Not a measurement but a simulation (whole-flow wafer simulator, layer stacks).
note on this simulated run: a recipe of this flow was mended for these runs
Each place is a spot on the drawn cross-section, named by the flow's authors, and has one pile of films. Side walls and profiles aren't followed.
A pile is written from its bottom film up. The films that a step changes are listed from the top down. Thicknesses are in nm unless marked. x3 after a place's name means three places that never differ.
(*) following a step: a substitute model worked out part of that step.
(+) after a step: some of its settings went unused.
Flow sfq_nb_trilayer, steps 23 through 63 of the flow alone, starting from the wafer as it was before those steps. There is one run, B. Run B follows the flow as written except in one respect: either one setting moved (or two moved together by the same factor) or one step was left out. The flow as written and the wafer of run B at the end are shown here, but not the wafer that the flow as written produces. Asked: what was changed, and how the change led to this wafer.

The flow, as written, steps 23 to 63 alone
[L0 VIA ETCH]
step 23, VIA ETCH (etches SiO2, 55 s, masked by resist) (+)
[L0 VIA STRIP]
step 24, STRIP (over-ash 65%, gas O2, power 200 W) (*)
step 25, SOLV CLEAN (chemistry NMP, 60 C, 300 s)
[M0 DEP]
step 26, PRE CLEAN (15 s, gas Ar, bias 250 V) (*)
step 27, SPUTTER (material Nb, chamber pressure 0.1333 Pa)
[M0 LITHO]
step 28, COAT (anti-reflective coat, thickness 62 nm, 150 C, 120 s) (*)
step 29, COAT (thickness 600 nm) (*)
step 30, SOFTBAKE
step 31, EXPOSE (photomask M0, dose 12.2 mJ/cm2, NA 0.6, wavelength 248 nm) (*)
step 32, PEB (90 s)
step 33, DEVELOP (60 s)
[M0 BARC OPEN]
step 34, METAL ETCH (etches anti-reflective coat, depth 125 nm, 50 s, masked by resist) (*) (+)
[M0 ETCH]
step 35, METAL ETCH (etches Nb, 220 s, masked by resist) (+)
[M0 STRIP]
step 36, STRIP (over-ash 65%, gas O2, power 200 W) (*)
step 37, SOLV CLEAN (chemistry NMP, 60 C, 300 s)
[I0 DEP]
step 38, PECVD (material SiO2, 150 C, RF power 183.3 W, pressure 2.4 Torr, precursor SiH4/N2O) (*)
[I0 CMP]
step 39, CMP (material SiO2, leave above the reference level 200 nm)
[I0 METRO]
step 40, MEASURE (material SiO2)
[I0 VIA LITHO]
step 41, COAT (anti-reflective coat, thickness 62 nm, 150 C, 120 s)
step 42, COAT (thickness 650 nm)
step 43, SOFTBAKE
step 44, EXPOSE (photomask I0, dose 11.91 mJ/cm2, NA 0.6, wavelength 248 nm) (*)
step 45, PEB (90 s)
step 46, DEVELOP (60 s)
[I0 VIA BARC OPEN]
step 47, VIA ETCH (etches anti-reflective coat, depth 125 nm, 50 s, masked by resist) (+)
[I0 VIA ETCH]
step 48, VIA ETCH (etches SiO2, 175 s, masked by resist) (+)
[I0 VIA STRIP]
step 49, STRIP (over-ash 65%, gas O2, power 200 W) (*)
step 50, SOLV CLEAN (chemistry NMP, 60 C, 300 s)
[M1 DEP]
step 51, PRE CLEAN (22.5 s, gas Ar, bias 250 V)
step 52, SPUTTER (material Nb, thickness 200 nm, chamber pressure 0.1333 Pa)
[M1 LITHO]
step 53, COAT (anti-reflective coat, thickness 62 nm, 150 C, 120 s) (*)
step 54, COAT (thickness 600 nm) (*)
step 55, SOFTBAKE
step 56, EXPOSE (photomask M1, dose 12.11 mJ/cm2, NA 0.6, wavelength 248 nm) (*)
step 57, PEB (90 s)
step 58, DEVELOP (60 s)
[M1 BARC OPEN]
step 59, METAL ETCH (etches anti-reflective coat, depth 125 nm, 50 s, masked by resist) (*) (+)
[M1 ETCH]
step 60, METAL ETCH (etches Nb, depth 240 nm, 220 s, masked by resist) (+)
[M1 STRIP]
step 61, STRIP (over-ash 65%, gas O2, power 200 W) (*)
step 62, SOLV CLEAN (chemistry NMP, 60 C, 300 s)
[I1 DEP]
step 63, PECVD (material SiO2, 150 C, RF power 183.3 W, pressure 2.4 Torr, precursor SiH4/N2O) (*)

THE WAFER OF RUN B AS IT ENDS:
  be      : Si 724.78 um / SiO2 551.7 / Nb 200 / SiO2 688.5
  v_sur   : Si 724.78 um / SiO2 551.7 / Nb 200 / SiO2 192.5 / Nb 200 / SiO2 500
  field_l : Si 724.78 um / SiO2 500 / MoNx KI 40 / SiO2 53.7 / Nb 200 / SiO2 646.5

What caused this: step 26, PRE CLEAN: 18.9 s was run, whereas the flow has 15 s.

The path from the change to this, step by step:
  step 26, PRE CLEAN (15 s, gas Ar, bias 250 V) (*)
      field_l, v_sur, via_wl and 102 more: -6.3 SiO2 (it would be, as written: -5 SiO2)
      l0v: -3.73 MoNx KI (it would be, as written: -2.91 MoNx KI)
